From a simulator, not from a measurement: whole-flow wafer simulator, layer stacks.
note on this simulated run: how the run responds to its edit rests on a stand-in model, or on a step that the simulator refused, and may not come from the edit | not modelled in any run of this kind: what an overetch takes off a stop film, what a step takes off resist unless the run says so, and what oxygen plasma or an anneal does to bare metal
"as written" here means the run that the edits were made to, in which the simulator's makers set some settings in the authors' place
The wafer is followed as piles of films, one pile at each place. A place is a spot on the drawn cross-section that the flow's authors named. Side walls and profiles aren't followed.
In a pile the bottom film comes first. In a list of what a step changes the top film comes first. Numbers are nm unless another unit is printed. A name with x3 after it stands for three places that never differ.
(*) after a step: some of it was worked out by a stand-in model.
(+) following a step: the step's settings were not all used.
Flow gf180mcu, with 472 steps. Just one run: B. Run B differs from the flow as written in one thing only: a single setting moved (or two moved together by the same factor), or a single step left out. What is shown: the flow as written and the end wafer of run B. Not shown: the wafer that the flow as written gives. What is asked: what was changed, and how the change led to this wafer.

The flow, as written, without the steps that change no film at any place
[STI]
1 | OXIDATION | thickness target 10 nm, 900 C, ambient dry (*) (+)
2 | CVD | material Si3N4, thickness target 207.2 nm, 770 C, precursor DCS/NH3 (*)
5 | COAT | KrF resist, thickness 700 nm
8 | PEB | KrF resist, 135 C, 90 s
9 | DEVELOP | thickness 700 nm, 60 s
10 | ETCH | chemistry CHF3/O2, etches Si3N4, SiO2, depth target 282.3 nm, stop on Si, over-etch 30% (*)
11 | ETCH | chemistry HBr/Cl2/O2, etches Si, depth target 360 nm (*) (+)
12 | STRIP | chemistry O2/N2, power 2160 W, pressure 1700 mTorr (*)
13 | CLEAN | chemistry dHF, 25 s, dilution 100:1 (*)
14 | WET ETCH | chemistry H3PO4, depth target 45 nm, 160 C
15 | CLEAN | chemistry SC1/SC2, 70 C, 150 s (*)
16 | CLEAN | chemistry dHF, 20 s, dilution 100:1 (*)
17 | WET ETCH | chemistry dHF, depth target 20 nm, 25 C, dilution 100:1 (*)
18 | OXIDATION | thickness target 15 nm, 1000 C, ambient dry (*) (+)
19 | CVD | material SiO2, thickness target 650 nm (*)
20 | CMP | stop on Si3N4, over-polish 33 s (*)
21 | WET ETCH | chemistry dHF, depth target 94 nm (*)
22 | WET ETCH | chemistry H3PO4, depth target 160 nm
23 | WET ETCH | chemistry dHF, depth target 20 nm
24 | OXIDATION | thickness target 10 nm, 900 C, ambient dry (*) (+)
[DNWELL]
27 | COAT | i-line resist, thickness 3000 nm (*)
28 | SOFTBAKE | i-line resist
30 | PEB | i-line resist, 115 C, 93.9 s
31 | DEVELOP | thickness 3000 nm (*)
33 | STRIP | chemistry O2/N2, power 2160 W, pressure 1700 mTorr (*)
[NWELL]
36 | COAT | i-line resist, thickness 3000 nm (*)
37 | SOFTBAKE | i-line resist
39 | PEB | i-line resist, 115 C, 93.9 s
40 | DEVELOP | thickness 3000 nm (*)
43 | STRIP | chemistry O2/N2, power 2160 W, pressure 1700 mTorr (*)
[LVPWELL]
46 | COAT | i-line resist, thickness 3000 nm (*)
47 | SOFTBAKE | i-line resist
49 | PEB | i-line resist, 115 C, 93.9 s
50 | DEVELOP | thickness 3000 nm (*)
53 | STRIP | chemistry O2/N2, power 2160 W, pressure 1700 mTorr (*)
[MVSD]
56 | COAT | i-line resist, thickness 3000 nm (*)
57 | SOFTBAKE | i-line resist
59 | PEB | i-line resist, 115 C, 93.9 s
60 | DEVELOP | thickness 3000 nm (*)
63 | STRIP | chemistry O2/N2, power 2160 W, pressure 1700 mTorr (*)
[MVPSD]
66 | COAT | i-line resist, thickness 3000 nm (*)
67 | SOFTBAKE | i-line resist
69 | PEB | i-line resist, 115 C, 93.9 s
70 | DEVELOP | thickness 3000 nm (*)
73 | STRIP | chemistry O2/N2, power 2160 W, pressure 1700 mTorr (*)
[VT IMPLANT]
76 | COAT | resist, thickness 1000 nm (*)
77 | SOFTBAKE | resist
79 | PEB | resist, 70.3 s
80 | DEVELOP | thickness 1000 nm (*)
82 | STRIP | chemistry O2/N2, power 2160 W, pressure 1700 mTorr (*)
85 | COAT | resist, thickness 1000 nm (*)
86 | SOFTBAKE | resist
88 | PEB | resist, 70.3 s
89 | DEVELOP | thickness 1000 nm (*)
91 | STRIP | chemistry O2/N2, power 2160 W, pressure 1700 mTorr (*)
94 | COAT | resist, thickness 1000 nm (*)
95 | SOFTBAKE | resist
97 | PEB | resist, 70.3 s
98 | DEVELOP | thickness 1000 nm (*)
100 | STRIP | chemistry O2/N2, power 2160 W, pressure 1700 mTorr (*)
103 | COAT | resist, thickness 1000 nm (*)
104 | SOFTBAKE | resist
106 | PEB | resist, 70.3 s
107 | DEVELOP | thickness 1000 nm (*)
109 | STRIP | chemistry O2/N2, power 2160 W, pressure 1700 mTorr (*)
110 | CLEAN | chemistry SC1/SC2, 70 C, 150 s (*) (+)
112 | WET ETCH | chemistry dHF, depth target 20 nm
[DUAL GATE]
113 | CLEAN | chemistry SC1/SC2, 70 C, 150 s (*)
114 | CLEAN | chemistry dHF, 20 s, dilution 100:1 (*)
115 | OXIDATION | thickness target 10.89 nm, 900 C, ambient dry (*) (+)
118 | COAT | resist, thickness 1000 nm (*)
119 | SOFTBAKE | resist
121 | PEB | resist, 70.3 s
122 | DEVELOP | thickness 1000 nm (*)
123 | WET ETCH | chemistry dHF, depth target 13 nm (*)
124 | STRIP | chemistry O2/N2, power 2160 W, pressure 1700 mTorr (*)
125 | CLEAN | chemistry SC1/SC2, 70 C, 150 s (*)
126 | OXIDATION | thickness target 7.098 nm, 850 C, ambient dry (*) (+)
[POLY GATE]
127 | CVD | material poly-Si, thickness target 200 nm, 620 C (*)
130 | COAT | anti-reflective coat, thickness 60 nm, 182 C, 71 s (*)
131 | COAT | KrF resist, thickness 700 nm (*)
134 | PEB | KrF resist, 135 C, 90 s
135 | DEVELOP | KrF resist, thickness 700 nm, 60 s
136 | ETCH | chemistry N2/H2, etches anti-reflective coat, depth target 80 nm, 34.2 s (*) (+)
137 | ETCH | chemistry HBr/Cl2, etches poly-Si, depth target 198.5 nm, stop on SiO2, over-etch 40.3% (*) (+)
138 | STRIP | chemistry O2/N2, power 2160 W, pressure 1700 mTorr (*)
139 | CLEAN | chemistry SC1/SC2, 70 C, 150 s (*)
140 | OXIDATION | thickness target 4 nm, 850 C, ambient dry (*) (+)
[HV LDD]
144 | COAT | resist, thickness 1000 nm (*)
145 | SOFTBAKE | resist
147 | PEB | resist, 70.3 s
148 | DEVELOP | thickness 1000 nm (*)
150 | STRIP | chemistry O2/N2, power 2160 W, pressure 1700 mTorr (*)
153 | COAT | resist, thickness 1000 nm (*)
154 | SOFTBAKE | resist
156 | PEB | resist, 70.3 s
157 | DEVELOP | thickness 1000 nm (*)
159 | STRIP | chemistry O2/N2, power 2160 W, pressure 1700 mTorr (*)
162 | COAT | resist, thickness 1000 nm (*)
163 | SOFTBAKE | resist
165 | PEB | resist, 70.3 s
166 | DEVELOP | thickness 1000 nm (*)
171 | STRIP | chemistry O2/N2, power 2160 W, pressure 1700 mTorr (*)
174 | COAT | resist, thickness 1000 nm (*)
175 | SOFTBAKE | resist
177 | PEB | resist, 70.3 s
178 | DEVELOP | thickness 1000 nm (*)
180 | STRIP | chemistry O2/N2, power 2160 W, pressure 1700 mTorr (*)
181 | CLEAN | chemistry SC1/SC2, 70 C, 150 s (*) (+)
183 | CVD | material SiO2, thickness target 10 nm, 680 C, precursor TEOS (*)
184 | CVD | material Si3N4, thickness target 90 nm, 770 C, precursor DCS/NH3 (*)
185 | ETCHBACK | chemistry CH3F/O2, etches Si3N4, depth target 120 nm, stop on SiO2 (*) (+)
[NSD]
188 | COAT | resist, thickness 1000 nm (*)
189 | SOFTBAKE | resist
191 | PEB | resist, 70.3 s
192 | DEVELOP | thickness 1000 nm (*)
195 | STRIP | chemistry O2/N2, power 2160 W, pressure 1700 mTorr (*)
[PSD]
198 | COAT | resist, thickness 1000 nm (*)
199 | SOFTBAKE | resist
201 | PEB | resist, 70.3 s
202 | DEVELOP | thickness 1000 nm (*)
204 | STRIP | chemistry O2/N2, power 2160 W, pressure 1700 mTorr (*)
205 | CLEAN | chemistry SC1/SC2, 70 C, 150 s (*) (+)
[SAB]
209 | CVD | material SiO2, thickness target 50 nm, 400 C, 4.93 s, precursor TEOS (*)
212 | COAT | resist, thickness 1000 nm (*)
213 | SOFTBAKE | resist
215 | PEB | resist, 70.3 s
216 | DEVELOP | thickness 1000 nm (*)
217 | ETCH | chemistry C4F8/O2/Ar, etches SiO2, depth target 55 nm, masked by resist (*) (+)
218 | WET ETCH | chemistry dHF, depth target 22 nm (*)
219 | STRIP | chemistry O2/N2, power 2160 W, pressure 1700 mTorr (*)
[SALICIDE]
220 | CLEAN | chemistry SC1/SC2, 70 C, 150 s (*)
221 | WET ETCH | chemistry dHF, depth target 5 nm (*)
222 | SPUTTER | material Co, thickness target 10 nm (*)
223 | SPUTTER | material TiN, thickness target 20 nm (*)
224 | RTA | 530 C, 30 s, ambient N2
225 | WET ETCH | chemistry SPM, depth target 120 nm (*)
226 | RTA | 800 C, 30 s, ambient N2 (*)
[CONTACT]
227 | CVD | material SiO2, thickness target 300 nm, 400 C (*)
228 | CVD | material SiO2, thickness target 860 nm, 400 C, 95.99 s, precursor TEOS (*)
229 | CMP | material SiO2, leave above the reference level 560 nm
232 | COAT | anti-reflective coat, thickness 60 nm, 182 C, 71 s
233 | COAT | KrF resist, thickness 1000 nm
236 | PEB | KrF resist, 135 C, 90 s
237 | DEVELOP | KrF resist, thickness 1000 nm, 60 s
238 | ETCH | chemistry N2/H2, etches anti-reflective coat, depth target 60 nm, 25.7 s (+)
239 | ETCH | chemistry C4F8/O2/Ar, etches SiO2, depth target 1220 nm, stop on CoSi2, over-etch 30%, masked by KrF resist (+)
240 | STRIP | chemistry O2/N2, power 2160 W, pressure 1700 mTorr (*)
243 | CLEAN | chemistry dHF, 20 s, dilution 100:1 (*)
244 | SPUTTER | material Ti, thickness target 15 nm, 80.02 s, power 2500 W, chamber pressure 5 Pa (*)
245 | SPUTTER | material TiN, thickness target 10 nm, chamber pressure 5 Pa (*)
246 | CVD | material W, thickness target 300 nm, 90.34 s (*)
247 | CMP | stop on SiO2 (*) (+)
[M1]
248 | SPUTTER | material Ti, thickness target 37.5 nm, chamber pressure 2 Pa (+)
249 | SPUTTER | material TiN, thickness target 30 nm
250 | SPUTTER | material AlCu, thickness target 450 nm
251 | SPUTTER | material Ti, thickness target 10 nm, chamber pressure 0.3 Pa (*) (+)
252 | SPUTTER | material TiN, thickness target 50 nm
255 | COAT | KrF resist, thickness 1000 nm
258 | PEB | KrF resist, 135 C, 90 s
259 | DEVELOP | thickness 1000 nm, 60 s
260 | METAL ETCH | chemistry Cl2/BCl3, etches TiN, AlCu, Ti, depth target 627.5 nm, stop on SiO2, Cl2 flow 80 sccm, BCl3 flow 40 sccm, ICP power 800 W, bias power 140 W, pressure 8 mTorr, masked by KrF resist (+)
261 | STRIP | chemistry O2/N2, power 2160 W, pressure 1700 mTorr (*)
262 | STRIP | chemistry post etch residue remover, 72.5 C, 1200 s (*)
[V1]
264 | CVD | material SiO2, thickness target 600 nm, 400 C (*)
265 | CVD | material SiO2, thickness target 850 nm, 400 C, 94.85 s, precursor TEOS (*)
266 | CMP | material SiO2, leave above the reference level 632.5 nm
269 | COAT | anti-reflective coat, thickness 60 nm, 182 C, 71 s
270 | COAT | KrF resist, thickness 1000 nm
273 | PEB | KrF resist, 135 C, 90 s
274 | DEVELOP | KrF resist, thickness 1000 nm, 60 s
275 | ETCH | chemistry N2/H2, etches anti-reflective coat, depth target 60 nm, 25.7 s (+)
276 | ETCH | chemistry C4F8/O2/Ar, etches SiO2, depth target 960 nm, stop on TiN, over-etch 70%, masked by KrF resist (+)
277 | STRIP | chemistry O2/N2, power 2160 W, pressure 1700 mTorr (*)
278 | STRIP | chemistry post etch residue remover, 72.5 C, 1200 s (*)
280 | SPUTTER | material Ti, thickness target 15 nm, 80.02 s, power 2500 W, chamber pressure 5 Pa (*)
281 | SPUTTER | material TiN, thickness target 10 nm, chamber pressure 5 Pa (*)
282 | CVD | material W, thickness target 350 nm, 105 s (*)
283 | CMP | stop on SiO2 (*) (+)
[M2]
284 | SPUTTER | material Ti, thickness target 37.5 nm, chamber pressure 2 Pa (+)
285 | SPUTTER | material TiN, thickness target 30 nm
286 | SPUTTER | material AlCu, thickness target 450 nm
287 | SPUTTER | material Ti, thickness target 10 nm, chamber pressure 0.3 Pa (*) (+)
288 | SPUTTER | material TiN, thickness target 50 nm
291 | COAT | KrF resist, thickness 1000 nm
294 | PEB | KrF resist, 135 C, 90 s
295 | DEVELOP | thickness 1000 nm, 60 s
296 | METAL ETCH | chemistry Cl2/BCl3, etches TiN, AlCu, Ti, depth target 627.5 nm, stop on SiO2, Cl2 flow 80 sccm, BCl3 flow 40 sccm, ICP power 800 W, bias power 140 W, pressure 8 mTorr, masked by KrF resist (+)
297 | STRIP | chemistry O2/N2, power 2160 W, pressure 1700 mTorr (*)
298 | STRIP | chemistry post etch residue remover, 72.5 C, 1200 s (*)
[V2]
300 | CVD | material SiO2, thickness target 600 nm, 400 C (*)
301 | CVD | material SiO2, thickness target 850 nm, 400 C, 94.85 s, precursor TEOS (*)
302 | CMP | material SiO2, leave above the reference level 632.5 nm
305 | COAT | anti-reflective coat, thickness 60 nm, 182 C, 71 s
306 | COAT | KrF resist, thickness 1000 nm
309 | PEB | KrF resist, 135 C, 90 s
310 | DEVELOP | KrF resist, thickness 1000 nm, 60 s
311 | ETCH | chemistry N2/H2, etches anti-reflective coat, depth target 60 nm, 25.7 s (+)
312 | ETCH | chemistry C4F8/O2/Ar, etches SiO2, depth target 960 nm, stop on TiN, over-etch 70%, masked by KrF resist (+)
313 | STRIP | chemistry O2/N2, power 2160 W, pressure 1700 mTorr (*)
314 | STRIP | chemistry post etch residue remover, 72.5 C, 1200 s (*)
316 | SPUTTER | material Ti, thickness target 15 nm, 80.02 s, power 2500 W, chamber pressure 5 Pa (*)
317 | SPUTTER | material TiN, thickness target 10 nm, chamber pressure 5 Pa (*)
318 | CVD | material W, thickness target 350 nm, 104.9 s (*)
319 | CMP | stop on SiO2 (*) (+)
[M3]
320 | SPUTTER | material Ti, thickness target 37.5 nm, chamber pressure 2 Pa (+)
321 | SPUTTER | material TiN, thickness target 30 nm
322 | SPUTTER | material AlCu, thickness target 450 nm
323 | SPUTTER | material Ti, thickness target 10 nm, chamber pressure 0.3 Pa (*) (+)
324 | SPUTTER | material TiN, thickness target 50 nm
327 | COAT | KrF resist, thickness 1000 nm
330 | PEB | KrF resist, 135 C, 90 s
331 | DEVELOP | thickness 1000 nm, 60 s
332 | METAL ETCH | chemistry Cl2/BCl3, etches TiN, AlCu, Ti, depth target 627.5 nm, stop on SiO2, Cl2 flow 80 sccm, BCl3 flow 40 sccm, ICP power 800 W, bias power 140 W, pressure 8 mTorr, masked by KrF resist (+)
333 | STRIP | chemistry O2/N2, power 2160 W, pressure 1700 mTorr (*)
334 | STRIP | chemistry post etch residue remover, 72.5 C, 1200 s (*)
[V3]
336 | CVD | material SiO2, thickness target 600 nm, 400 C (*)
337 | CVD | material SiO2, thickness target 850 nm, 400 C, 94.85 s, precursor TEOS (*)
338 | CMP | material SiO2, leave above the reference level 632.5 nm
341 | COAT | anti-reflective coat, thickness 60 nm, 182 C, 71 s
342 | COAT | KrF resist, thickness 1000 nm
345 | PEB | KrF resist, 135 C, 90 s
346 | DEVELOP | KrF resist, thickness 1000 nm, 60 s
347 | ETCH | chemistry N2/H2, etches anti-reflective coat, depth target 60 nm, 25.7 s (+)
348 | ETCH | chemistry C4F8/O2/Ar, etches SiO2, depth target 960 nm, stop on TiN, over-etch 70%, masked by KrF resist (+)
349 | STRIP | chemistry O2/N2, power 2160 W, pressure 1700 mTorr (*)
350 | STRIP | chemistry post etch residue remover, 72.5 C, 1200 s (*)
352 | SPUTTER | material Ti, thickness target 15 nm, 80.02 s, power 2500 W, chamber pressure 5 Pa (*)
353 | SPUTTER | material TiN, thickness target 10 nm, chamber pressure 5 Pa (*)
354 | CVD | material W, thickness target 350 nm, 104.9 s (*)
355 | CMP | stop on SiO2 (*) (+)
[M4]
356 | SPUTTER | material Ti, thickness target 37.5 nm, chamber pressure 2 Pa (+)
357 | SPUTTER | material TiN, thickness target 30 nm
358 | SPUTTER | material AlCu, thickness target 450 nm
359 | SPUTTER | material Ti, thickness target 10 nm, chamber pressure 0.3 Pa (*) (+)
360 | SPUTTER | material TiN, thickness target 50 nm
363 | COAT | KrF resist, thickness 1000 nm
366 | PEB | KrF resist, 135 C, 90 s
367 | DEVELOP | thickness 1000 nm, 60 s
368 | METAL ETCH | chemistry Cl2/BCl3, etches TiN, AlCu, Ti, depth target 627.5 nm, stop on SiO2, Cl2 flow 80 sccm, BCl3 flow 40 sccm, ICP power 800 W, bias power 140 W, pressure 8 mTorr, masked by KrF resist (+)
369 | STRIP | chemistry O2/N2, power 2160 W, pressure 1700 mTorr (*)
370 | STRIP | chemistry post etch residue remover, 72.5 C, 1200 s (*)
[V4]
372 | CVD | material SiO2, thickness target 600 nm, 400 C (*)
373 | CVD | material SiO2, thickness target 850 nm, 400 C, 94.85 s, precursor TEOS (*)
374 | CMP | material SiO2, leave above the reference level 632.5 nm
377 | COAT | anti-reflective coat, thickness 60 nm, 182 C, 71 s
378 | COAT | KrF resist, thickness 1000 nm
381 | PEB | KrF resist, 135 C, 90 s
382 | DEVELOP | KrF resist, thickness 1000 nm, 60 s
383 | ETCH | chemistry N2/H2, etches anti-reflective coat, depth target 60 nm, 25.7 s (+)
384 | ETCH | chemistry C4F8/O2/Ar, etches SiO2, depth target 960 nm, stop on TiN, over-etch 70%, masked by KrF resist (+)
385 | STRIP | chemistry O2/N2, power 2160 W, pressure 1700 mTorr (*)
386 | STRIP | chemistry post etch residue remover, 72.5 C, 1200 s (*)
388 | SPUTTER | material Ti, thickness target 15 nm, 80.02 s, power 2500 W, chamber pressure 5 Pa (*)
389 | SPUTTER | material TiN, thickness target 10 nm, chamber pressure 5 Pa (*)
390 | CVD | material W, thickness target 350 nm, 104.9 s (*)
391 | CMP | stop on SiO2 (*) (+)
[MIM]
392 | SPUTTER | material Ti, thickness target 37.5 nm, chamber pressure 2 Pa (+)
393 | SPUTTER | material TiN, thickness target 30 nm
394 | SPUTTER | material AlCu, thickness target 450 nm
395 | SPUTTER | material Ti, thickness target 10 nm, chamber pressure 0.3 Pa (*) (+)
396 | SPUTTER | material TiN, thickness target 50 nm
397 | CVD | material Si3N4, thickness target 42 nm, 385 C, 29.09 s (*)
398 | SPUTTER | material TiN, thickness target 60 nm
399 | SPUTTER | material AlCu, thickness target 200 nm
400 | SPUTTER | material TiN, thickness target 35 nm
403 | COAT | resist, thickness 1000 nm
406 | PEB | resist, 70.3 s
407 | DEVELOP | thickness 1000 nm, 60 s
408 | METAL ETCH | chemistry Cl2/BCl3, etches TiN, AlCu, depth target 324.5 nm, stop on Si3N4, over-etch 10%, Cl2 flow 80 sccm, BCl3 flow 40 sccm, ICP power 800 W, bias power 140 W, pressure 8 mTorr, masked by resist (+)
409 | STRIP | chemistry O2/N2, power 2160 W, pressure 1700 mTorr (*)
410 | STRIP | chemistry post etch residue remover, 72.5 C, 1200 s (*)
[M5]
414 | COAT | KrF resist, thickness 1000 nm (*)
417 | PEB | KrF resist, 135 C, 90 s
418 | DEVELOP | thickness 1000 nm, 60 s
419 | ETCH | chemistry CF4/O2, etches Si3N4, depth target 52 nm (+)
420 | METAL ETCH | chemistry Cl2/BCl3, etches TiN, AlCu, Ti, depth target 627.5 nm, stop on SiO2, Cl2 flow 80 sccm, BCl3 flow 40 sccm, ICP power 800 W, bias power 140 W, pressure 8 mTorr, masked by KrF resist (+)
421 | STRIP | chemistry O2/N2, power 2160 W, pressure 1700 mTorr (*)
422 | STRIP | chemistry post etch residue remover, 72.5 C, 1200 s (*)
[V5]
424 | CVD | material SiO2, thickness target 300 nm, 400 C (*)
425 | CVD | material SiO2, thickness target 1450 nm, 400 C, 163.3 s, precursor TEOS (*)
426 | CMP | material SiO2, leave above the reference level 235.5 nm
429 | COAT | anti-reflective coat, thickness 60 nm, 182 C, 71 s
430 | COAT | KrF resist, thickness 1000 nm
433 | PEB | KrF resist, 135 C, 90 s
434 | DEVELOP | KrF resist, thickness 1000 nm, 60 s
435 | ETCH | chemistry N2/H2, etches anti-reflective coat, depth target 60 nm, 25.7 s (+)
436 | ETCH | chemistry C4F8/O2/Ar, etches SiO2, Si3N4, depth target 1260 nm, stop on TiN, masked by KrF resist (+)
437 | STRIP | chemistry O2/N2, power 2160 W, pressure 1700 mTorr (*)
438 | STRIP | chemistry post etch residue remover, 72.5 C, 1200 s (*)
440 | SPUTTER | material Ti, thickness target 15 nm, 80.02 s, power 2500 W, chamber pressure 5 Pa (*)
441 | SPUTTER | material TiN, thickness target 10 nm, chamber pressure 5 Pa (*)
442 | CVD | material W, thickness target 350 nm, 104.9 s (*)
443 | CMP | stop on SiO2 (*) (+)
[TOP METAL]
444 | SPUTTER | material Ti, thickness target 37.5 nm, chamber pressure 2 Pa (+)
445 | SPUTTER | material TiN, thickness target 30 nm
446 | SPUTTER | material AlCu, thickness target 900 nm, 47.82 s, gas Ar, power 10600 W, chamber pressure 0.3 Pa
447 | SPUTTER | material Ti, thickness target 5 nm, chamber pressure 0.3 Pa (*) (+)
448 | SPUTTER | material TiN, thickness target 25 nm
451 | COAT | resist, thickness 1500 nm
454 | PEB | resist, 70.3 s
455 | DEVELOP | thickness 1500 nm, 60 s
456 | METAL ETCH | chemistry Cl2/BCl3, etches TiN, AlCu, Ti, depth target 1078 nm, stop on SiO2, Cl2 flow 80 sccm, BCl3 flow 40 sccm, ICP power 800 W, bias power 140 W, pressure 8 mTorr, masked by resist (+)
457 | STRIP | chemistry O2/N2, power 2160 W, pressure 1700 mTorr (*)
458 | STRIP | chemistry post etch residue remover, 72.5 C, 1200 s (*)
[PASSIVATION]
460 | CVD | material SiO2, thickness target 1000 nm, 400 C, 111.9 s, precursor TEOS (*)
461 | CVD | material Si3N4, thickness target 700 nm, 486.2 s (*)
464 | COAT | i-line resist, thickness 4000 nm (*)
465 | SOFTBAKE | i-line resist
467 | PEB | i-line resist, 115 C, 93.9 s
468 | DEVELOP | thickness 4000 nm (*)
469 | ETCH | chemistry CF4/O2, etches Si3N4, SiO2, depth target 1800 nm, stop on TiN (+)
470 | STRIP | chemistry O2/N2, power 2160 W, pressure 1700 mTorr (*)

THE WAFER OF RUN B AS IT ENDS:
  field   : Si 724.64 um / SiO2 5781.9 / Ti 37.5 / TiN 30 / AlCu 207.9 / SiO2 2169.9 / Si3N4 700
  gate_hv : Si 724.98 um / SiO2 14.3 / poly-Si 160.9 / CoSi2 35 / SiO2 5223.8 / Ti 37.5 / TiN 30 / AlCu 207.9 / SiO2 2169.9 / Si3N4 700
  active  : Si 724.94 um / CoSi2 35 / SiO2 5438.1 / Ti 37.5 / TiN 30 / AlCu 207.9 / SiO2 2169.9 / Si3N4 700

What caused this: step 420, METAL ETCH: depth target 294.9 nm was run, while the flow as written has depth target 627.5 nm.

How this came from the change, step by step:
  420 | METAL ETCH | chemistry Cl2/BCl3, etches TiN, AlCu, Ti, depth target 627.5 nm, stop on SiO2, Cl2 flow 80 sccm, BCl3 flow 40 sccm, ICP power 800 W, bias power 140 W, pressure 8 mTorr, masked by KrF resist (+)
      field, field__w1, field__w2 and 101 more: TiN loses 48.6 (all of it), Ti loses 10 (all of it), AlCu loses 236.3 (it would be, as written: TiN loses 48.6 (all of it), Ti loses 10 (all of it), AlCu loses 450 (all of it), TiN loses 30 (all of it), Ti loses 37.5 (all of it))
      field__w4, field__w8, contact, m1, m1__w1, mim, mim_1p0, m1_nw: KrF resist loses 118 (it would be, as written: KrF resist loses 251)
  421 | STRIP | chemistry O2/N2, power 2160 W, pressure 1700 mTorr (*)
      field__w8, m1__w1: KrF resist loses 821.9 (all of it) (it would be, as written: KrF resist loses 688.9 (all of it))
      field__w4: KrF resist loses 864.7 (all of it) (it would be, as written: KrF resist loses 731.6 (all of it))
      (and at 5 other places as well)
  422 | STRIP | chemistry post etch residue remover, 72.5 C, 1200 s (*)
      field, field__w1, field__w2 and 101 more: AlCu loses 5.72 (it would be, as written: nothing)
  424 | CVD | material SiO2, thickness target 300 nm, 400 C (*)
      field, field__w1, field__w2 and 101 more: SiO2 gains 300 (new film) (it would be, as written: SiO2 gains 300)
  426 | CMP | material SiO2, leave above the reference level 235.5 nm
      field, field__w1, field__w5 and 92 more: SiO2 loses 576.3 (it would be, as written: SiO2 loses 300.8)
      field__w2, field__w3, field__w12 and 6 more: SiO2 loses 560.7 (it would be, as written: SiO2 loses 272.7)
Taking metal films that touch as one body, field has 1 body; the flow as written gives 0 bodies.
Taking metal films that touch as one body, gate_hv has 2 bodies (between them, from the top down: SiO2 5223.8); the flow as written gives 1 body.
Taking metal films that touch as one body, active has 2 bodies (between them, from the top down: SiO2 5438.1); the flow as written gives 1 body.
